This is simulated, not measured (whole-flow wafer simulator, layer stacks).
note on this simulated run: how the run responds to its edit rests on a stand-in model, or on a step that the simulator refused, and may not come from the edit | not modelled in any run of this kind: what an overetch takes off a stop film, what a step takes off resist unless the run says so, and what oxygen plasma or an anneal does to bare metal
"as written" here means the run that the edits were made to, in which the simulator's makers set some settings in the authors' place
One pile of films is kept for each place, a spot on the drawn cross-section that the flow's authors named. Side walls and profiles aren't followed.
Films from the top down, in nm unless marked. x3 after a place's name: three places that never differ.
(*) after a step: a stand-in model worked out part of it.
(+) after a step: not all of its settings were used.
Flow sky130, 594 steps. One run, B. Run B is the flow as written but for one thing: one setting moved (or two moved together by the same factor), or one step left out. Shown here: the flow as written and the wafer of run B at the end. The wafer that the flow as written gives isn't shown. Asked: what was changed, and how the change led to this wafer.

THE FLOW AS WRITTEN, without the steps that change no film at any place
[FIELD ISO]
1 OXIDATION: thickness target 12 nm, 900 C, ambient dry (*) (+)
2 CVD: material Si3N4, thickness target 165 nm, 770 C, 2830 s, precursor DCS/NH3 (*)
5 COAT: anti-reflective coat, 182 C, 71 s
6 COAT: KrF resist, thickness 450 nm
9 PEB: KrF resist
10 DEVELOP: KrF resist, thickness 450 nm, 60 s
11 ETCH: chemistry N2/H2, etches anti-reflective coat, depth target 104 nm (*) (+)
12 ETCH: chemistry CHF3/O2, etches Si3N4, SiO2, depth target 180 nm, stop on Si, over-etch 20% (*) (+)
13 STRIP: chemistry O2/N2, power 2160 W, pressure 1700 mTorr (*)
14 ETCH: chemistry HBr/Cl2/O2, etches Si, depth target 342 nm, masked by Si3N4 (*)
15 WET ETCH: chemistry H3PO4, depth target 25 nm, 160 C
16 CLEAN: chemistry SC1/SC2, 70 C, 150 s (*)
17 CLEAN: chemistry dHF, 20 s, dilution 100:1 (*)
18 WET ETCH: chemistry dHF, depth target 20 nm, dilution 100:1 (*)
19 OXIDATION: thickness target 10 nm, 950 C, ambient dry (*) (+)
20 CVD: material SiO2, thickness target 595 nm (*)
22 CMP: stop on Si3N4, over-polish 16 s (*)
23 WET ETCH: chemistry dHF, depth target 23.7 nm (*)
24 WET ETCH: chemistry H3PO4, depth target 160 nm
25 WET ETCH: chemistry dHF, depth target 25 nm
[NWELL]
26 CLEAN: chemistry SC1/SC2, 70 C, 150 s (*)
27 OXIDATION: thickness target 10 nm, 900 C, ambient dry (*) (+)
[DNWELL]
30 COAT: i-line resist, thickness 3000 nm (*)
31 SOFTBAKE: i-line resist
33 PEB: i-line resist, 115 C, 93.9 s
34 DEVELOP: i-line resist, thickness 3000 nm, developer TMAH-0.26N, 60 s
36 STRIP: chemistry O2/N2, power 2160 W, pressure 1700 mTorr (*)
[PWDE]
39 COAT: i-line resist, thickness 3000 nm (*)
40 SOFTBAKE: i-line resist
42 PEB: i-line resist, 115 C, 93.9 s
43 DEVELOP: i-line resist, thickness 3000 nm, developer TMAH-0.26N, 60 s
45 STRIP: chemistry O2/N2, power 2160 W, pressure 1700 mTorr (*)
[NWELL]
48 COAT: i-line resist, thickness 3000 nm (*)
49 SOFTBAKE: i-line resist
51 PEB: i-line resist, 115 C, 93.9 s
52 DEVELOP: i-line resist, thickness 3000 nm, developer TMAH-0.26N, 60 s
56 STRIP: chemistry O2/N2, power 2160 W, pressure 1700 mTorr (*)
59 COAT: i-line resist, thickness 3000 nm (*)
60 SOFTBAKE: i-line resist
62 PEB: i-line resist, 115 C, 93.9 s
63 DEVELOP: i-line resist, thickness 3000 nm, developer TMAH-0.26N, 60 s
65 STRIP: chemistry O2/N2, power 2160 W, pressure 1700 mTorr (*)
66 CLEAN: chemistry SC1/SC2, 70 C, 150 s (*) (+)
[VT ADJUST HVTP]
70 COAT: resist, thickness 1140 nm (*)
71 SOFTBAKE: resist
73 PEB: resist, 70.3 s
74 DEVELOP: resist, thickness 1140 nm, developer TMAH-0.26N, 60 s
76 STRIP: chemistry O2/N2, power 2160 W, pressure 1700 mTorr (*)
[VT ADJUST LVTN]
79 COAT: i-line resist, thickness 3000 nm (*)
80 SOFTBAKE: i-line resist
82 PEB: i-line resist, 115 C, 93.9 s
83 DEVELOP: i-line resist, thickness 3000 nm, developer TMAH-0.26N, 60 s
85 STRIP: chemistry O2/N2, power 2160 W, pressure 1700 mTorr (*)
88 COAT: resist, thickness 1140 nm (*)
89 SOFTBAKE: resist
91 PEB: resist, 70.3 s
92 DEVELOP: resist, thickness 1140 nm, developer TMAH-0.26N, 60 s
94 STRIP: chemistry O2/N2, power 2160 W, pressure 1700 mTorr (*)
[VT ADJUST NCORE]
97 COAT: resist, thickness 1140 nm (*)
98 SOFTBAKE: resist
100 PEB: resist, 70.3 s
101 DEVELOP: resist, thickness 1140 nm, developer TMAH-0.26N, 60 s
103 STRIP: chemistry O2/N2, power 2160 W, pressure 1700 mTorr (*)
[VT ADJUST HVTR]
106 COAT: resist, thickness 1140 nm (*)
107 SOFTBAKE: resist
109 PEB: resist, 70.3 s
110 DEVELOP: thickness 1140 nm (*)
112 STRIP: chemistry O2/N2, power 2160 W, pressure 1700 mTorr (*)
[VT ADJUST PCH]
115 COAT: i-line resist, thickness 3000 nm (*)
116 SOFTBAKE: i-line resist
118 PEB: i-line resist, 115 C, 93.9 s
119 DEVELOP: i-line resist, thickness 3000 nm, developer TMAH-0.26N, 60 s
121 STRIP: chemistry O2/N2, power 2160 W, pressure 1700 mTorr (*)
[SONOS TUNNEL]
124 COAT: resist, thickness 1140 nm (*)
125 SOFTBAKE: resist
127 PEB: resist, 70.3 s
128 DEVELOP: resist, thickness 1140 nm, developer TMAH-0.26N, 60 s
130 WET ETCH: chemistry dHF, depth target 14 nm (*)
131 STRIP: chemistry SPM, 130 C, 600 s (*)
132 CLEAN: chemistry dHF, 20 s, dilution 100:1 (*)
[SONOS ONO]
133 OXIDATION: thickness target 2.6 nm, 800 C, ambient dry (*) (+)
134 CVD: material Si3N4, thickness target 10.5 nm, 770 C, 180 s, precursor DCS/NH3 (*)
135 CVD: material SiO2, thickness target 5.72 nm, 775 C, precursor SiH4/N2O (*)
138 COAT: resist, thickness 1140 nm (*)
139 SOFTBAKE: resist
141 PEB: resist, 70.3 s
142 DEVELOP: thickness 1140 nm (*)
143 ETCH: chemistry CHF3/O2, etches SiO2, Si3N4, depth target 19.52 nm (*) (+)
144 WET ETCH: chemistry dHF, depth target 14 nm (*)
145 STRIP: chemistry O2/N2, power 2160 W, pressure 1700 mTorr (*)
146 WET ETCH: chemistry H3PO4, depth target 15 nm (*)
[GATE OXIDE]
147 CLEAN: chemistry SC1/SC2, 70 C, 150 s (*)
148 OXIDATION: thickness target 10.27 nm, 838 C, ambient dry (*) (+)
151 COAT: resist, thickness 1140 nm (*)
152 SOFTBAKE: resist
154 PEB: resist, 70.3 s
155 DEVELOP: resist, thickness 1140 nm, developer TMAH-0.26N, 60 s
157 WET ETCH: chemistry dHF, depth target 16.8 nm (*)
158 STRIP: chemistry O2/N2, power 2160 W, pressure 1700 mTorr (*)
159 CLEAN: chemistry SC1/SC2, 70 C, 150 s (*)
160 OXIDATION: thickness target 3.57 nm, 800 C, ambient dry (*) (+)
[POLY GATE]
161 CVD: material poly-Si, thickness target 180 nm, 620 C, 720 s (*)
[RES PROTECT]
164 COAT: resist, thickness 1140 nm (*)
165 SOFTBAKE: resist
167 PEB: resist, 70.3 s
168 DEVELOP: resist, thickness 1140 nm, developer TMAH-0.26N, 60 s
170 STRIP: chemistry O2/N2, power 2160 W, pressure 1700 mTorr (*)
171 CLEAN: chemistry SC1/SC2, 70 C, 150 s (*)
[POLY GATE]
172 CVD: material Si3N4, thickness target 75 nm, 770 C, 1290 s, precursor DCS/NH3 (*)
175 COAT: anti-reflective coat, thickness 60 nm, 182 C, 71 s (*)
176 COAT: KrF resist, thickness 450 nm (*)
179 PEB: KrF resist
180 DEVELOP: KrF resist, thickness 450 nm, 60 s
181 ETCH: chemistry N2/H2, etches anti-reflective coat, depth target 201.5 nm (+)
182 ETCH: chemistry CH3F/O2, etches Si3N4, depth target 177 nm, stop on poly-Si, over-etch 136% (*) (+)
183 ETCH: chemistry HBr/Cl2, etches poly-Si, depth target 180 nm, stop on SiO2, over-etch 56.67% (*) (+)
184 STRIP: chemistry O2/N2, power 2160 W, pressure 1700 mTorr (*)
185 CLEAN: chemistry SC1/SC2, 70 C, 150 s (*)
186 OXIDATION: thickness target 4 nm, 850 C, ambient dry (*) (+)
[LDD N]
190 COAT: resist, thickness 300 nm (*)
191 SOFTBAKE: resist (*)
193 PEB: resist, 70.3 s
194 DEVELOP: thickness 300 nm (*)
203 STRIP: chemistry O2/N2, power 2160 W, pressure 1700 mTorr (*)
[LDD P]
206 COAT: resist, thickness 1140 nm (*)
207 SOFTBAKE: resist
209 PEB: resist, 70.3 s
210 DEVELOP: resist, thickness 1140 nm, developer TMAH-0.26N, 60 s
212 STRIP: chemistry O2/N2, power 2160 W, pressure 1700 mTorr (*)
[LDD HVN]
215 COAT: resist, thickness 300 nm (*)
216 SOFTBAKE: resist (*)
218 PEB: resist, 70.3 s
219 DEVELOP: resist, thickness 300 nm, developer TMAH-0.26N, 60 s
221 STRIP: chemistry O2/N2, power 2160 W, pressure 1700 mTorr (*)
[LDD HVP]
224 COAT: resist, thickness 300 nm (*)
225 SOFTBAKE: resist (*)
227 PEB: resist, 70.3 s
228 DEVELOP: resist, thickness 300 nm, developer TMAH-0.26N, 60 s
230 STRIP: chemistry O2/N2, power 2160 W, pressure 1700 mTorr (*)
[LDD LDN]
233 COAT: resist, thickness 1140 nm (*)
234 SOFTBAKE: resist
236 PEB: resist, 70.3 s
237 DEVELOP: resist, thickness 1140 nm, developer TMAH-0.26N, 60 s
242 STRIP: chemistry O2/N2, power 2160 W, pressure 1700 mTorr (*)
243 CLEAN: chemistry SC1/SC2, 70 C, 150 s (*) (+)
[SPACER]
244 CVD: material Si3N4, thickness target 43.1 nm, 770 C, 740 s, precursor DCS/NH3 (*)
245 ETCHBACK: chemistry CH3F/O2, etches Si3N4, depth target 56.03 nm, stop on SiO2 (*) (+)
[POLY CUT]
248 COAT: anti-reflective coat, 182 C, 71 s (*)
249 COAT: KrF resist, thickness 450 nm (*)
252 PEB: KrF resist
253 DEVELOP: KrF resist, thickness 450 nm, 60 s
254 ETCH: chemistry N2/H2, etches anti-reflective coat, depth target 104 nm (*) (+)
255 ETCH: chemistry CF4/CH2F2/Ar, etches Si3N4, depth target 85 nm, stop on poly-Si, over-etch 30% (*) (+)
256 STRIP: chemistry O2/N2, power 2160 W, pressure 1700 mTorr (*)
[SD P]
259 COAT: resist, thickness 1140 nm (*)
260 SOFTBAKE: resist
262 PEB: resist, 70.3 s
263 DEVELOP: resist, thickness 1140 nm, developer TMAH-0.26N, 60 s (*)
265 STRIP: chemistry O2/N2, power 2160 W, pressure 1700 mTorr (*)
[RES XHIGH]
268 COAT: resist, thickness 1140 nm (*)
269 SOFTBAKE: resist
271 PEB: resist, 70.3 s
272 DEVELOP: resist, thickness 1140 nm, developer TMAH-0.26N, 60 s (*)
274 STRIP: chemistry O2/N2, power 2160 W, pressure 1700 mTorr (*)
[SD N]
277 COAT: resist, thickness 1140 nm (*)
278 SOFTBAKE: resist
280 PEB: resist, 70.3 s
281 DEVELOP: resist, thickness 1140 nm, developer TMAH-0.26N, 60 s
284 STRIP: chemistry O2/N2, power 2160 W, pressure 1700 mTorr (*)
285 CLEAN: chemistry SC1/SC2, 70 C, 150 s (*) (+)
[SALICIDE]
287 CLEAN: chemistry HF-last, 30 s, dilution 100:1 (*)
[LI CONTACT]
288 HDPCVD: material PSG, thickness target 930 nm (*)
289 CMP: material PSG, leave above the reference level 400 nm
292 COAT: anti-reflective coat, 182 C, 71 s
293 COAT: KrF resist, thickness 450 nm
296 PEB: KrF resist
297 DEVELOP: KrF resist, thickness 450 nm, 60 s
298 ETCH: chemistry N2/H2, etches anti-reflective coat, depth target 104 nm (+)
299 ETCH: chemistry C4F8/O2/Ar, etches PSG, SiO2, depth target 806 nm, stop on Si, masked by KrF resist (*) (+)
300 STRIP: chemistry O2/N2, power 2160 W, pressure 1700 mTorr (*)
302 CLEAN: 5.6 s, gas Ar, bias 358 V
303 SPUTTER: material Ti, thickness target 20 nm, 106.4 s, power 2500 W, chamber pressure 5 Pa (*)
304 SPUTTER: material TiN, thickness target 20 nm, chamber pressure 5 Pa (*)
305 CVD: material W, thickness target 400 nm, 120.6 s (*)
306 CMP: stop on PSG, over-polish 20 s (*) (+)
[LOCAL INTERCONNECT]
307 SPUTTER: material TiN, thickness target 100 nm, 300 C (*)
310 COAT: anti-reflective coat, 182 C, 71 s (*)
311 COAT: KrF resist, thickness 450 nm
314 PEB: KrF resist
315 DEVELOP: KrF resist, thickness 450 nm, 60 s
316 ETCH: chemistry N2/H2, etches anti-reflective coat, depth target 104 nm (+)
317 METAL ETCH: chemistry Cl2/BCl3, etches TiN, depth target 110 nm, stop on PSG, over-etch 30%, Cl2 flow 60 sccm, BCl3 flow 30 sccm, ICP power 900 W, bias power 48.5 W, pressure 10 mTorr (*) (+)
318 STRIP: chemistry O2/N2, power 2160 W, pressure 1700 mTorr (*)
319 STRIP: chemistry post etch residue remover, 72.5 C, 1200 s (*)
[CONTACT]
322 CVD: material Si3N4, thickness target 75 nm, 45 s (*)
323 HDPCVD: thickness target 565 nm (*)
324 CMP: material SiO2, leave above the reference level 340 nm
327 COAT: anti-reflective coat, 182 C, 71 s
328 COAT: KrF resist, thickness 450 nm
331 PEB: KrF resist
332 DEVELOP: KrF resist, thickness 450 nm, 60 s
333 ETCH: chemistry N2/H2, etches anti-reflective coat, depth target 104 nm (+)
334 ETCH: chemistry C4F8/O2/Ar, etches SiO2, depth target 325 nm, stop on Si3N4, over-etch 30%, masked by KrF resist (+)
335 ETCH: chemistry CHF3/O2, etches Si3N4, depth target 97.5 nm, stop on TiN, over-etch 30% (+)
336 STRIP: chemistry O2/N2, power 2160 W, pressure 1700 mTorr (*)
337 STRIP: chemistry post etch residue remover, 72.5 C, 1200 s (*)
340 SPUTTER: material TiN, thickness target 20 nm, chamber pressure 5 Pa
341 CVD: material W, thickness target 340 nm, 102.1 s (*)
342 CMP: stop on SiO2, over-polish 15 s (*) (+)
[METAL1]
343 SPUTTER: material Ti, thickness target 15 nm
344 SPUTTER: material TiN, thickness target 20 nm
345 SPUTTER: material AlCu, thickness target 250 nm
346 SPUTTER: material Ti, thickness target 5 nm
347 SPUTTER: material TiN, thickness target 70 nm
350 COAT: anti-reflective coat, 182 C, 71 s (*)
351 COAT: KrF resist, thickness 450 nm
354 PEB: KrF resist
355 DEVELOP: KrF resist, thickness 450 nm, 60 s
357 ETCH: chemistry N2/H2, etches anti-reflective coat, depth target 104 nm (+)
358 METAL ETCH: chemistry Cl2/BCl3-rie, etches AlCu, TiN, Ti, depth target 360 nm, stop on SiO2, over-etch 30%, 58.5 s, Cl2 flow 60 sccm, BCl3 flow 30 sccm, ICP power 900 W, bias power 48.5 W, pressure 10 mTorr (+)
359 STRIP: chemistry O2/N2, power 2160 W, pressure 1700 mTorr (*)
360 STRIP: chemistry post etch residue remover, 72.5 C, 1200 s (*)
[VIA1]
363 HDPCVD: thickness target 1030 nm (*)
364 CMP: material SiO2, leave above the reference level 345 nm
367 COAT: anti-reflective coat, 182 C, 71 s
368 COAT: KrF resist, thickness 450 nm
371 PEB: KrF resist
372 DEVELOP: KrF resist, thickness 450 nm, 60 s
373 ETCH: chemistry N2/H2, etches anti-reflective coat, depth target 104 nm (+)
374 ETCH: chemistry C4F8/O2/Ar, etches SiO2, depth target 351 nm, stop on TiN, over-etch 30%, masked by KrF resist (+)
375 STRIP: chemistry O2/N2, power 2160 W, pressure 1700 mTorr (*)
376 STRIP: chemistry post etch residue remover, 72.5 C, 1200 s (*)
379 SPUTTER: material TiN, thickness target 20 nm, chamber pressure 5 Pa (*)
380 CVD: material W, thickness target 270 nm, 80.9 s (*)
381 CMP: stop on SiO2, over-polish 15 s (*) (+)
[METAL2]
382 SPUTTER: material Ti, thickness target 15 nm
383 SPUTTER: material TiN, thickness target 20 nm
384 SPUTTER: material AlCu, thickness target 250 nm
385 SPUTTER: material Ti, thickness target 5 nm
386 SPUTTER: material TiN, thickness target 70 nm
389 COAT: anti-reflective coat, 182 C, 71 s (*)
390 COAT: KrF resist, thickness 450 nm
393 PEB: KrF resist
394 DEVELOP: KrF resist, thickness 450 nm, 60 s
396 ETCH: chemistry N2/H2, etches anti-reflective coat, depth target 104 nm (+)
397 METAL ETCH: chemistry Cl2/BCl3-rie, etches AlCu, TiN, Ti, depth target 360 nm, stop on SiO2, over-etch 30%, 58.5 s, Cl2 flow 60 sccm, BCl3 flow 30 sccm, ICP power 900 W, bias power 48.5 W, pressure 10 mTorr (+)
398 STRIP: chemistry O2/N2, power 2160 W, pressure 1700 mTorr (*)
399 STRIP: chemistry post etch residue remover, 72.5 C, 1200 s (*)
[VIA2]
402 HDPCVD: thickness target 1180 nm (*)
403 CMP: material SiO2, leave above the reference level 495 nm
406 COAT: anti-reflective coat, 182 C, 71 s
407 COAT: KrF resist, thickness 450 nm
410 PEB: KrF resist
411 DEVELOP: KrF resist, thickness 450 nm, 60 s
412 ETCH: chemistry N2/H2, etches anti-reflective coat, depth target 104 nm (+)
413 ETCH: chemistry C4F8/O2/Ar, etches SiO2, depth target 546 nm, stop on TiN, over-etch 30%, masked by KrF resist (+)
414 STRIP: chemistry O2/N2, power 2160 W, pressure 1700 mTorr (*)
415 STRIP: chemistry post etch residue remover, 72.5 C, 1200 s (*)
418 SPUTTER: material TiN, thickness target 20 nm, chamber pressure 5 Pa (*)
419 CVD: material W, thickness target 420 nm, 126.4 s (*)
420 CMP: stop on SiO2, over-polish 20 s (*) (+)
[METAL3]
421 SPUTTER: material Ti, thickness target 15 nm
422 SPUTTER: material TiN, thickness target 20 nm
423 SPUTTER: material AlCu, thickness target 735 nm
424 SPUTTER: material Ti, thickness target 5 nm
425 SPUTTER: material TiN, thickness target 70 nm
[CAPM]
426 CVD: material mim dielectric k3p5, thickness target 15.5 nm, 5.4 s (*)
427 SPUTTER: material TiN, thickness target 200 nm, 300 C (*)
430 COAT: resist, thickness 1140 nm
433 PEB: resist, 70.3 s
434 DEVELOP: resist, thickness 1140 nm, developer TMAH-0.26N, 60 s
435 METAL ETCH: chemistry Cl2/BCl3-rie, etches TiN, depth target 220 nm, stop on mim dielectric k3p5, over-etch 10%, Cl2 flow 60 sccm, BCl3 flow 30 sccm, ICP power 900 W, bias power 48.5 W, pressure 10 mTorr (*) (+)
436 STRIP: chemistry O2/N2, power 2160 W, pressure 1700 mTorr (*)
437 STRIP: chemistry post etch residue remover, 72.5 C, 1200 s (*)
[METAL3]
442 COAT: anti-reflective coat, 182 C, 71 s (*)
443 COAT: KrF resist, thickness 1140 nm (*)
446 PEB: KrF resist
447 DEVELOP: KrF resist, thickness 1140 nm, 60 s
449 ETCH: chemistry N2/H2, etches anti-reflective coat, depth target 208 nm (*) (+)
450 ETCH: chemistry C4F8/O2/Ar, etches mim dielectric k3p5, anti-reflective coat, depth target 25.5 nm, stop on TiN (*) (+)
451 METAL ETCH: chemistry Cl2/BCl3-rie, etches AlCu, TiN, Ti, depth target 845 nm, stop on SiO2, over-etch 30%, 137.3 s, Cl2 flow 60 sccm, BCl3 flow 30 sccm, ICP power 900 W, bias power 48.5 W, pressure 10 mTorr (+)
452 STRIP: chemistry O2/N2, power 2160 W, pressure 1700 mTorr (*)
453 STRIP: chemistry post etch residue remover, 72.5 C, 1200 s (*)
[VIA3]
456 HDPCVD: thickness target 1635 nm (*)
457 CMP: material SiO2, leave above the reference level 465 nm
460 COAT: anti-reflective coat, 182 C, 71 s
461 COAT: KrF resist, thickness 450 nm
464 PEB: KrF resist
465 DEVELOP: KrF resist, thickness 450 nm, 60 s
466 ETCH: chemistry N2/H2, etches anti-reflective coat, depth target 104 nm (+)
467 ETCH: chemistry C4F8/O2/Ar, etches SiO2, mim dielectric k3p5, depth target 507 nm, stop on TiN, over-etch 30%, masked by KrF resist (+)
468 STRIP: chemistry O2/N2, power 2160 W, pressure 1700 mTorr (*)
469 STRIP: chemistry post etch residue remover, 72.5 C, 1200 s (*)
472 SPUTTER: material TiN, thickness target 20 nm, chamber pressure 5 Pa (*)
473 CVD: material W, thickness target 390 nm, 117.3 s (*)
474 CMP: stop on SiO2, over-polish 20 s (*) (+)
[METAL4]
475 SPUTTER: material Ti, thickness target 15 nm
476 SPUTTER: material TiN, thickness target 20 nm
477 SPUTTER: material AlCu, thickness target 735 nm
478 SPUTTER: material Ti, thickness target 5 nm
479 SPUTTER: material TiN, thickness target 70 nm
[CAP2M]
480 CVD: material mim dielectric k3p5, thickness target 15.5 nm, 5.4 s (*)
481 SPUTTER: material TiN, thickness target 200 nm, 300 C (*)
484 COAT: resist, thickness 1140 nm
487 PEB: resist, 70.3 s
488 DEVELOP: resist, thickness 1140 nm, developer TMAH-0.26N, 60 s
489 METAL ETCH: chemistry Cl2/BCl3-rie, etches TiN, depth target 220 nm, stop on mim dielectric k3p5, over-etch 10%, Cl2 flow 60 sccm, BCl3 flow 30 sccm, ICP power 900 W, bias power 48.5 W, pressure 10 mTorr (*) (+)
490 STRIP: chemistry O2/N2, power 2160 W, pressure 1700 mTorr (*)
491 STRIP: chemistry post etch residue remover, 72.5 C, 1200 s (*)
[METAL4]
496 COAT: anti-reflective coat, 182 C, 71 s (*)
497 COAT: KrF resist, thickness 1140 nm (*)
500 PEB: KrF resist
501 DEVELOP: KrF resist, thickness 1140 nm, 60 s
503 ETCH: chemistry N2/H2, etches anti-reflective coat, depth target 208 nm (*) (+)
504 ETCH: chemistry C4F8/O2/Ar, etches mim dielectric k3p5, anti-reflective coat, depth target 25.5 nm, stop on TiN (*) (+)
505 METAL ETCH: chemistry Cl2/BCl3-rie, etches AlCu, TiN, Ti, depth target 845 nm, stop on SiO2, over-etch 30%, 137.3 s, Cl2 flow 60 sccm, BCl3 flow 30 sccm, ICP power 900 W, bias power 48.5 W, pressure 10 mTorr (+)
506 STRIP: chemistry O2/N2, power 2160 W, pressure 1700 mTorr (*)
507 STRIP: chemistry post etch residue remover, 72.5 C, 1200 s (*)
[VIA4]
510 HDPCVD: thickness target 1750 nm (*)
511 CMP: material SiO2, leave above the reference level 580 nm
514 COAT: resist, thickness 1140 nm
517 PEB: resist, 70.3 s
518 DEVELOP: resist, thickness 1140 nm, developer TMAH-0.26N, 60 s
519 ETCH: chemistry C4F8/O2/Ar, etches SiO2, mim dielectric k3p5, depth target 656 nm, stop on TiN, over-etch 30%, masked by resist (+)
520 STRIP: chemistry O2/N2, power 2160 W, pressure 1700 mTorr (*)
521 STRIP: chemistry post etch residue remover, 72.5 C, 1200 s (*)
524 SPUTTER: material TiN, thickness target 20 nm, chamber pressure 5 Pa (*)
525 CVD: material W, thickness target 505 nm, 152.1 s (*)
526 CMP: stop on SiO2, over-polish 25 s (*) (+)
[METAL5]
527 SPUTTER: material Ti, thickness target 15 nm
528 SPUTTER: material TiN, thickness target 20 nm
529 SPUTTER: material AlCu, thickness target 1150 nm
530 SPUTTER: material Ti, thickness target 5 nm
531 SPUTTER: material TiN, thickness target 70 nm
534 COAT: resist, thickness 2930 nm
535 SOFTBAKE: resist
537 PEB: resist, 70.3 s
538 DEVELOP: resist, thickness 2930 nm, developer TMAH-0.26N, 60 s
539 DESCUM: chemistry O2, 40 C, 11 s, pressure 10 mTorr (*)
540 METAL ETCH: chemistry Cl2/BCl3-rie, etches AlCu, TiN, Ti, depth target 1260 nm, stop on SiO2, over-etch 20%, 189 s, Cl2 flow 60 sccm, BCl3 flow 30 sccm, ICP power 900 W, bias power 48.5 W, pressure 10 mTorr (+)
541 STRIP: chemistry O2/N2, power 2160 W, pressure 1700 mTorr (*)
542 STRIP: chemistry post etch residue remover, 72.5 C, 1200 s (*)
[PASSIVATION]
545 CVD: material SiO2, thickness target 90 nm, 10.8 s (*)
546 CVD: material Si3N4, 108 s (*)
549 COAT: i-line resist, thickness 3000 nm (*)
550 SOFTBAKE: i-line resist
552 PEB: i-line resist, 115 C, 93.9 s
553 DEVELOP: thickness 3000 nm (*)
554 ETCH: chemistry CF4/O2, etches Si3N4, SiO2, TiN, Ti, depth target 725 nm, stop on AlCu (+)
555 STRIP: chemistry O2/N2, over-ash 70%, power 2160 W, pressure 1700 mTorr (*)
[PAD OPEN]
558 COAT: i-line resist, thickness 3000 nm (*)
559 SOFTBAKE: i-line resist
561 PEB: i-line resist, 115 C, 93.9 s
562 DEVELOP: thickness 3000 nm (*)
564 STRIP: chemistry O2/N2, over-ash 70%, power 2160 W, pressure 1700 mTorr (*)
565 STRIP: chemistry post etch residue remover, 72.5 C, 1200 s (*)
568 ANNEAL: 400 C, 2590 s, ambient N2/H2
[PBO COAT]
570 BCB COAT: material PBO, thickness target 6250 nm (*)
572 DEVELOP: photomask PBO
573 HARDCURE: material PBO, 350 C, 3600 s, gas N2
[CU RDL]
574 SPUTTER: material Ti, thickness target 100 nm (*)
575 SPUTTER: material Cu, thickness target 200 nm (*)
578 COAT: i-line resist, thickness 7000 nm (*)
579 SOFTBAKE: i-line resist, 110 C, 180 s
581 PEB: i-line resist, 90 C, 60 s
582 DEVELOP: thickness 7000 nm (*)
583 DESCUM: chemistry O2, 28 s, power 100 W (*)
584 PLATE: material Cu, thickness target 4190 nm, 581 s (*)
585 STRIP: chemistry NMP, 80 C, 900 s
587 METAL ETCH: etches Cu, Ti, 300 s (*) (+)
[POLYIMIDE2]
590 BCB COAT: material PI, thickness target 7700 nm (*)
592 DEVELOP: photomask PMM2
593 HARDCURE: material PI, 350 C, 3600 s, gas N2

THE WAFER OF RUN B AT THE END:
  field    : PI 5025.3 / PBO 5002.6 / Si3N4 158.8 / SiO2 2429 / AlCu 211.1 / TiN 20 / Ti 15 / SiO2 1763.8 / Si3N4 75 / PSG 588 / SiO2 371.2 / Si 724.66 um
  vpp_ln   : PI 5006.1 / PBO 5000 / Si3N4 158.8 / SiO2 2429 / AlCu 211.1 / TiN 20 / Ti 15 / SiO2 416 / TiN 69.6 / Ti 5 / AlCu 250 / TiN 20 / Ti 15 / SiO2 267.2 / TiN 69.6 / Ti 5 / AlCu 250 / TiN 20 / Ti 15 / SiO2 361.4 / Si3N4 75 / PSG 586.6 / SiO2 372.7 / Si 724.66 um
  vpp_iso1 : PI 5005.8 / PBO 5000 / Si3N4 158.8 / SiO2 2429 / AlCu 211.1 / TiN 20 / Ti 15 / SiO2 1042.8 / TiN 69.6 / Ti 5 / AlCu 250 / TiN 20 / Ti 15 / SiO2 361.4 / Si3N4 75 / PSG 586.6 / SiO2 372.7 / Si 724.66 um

The cause: step 451, METAL ETCH: depth target 456.3 nm was run, where the flow has depth target 845 nm; step 451, METAL ETCH: 74.1 s was run, where the flow has 137.3 s.

How the change led to this, step by step:
  451 METAL ETCH: chemistry Cl2/BCl3-rie, etches AlCu, TiN, Ti, depth target 845 nm, stop on SiO2, over-etch 30%, 137.3 s, Cl2 flow 60 sccm, BCl3 flow 30 sccm, ICP power 900 W, bias power 48.5 W, pressure 10 mTorr (+)
      field, gate, spacer and 68 more: TiN -70 (all of it), Ti -5 (all of it), AlCu -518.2 (as written it would be: TiN -70 (all of it), Ti -5 (all of it), AlCu -735 (all of it), TiN -20 (all of it), Ti -15 (all of it), SiO2 -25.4)
      active, vpp_ln, vpp_iso2 and 11 more: TiN -70 (all of it), Ti -5 (all of it), AlCu -518.2 (as written it would be: TiN -70 (all of it), Ti -5 (all of it), AlCu -735 (all of it), TiN -20 (all of it), Ti -15 (all of it), SiO2 -25.3)
      (and at 107 more places)
  452 STRIP: chemistry O2/N2, power 2160 W, pressure 1700 mTorr (*)
      gate_hv, dice_street, pplus_nw and 74 more: KrF resist -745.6 (all of it), anti-reflective coat -80 (all of it) (as written it would be: KrF resist -492.9 (all of it), anti-reflective coat -80 (all of it))
      n_well, p_well, sd_n, sd_p, pad, vpp_tail, mim_edge_gap, mim_edge_gap_sheet: KrF resist -745.5 (all of it), anti-reflective coat -80 (all of it) (as written it would be: KrF resist -492.9 (all of it), anti-reflective coat -80 (all of it))
      (and at 22 more places)
  453 STRIP: chemistry post etch residue remover, 72.5 C, 1200 s (*)
      field, active, gate and 82 more: AlCu -5.72 (as written it would be: nothing)
  456 HDPCVD: thickness target 1635 nm (*)
      field, active, gate and 82 more: SiO2 +1635 (new film) (as written it would be: SiO2 +1635)
  457 CMP: material SiO2, leave above the reference level 465 nm
      field, active, gate and 82 more: SiO2 -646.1 (as written it would be: SiO2 -374.7)
Counting metal films that touch as one body, field has 1 body; the flow as written gives 0 bodies.
Counting metal films that touch as one body, vpp_ln has 3 bodies (between them, from the top down: SiO2 416; SiO2 267.2); the flow as written gives 2 bodies (between them, from the top down: SiO2 267.2).
Counting metal films that touch as one body, vpp_iso1 has 2 bodies (between them, from the top down: SiO2 1042.8); the flow as written gives 1 body.
